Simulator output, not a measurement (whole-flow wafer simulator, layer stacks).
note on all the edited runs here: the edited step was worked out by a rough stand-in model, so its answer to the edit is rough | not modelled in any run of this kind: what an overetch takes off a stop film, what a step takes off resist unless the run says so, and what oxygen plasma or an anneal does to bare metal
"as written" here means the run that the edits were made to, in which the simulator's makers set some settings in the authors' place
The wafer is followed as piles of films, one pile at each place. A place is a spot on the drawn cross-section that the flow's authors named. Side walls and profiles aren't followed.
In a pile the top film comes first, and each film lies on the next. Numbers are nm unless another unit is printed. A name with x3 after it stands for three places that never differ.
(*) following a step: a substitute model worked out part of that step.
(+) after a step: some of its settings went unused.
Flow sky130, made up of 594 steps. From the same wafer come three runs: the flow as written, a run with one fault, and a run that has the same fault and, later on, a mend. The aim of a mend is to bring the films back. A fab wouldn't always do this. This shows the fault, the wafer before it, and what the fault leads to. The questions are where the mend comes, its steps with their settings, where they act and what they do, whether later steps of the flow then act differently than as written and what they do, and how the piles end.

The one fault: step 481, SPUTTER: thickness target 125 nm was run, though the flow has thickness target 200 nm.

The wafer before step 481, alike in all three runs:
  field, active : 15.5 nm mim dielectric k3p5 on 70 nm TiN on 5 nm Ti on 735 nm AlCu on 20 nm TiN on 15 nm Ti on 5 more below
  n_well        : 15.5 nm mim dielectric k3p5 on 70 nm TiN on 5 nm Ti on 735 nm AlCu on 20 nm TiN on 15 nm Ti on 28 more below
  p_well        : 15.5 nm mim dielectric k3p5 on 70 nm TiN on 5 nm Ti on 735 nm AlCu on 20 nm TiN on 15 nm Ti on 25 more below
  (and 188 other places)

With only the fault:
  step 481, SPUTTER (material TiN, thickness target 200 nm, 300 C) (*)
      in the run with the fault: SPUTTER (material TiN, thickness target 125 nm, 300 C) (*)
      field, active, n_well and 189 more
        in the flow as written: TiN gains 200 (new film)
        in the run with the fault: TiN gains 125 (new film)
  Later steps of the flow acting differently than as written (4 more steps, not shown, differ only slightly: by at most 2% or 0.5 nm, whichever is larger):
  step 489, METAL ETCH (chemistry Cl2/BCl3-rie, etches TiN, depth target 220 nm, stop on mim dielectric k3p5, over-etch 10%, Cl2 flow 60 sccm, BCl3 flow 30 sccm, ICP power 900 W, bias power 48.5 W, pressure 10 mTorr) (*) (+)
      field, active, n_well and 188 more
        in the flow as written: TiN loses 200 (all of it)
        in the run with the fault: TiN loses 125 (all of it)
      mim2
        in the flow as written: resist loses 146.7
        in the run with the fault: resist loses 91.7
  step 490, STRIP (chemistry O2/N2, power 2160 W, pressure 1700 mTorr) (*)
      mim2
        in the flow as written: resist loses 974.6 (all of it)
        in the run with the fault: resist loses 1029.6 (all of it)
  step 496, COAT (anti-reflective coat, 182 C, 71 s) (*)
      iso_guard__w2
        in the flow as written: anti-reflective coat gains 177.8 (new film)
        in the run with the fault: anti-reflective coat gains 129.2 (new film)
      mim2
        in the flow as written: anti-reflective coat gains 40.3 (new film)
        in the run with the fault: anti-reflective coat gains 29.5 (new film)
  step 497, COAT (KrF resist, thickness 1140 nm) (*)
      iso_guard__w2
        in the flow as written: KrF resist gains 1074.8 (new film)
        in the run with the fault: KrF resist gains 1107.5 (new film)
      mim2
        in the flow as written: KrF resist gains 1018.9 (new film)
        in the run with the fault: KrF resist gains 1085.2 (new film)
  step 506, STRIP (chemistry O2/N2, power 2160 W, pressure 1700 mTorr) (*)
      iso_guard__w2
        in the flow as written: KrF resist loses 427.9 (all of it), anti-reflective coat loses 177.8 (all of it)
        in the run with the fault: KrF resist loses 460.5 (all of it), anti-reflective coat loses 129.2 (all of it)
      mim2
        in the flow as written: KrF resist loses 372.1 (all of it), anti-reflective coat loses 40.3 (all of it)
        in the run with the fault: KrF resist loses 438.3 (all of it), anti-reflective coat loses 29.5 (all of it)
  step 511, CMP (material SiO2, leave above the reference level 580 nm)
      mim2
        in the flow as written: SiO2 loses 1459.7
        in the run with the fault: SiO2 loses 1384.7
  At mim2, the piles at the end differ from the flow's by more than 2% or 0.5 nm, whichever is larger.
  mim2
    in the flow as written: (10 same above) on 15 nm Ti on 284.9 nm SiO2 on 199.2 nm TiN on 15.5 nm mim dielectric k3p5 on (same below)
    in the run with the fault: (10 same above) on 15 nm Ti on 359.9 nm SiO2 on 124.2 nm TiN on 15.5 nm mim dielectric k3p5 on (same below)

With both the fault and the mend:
  The mend stands after step 481.
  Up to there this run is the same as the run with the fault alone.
  step 481a, SPUTTER (material TiN, thickness target 75 nm, 300 C) (*) (a further turn of the flow's step 481, with different settings)
      field, active, n_well and 189 more
        TiN gains 75
  None of the later steps of the flow acts differently than as written at any place that is followed.
  The piles end the same as the flow's at every place that both follow.
